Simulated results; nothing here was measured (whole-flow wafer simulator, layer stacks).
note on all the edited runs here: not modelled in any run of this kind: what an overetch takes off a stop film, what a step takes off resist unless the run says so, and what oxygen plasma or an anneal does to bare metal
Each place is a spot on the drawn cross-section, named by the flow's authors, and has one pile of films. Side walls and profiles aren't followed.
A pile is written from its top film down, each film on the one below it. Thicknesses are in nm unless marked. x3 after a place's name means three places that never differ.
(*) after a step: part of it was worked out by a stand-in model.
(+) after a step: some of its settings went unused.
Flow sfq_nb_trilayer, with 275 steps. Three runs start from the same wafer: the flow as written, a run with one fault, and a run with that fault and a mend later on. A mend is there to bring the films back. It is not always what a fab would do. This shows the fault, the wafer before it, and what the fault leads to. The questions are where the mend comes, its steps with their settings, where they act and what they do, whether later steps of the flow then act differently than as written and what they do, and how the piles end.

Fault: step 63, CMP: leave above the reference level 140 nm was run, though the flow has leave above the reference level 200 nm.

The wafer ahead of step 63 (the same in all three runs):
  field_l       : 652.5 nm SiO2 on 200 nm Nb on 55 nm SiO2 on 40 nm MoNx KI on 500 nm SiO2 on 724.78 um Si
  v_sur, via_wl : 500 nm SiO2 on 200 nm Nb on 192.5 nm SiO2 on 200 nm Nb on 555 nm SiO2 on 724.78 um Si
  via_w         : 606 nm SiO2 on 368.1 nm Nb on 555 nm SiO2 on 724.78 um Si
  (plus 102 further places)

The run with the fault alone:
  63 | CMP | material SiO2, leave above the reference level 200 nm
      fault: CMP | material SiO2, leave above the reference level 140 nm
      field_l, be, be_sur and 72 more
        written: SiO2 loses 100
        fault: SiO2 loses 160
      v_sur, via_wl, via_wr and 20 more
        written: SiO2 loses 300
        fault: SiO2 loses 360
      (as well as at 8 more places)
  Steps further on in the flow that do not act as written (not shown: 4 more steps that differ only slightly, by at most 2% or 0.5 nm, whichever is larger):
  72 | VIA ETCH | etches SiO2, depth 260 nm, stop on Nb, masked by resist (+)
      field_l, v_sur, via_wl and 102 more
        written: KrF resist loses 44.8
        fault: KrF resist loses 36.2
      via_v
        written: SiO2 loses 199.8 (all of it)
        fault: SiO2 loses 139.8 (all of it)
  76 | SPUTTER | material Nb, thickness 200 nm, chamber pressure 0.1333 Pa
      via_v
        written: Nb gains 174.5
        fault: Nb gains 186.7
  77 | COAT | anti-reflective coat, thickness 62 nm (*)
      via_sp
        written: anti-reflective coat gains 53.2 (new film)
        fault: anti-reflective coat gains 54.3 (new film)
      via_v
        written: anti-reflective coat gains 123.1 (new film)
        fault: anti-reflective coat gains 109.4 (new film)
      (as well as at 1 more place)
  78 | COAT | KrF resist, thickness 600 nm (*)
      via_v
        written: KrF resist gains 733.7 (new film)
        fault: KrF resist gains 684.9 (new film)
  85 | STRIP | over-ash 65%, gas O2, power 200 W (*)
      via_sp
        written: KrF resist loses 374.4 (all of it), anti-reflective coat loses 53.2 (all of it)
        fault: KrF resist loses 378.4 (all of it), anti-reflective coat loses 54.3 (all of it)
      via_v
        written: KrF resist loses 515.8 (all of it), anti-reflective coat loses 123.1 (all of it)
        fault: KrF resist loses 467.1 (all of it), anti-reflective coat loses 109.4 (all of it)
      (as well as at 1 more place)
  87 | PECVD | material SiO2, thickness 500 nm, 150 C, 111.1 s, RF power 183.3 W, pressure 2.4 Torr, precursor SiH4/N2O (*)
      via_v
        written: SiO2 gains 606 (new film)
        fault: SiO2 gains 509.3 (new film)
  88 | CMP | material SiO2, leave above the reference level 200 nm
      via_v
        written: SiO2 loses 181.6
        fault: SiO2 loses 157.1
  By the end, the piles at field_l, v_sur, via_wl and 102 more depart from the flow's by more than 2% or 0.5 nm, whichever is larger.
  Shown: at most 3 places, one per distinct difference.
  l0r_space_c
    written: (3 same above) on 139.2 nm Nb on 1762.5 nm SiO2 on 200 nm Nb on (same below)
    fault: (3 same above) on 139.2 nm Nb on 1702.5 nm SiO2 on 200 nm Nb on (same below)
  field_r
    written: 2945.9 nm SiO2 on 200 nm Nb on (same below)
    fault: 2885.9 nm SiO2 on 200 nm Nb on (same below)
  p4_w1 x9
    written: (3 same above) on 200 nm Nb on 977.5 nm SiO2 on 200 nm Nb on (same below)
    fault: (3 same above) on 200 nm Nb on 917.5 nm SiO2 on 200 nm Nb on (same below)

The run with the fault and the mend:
  The mend stands after step 64.
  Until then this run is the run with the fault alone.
  64a | PECVD | material SiO2, thickness 60 nm, 150 C, 13.33 s, RF power 183.3 W, pressure 2.4 Torr, precursor SiH4/N2O (the flow's step 62 again, with other settings)
      field_l, v_sur, via_wl and 103 more
        SiO2 gains 60
  None of the later steps of the flow differs from how it acts as written, at any place that is followed, by more than 2% or 0.5 nm, whichever is larger.
  At the end the piles are close to the flow's at the places that both follow, differing by at most 2% or 0.5 nm, whichever is larger.
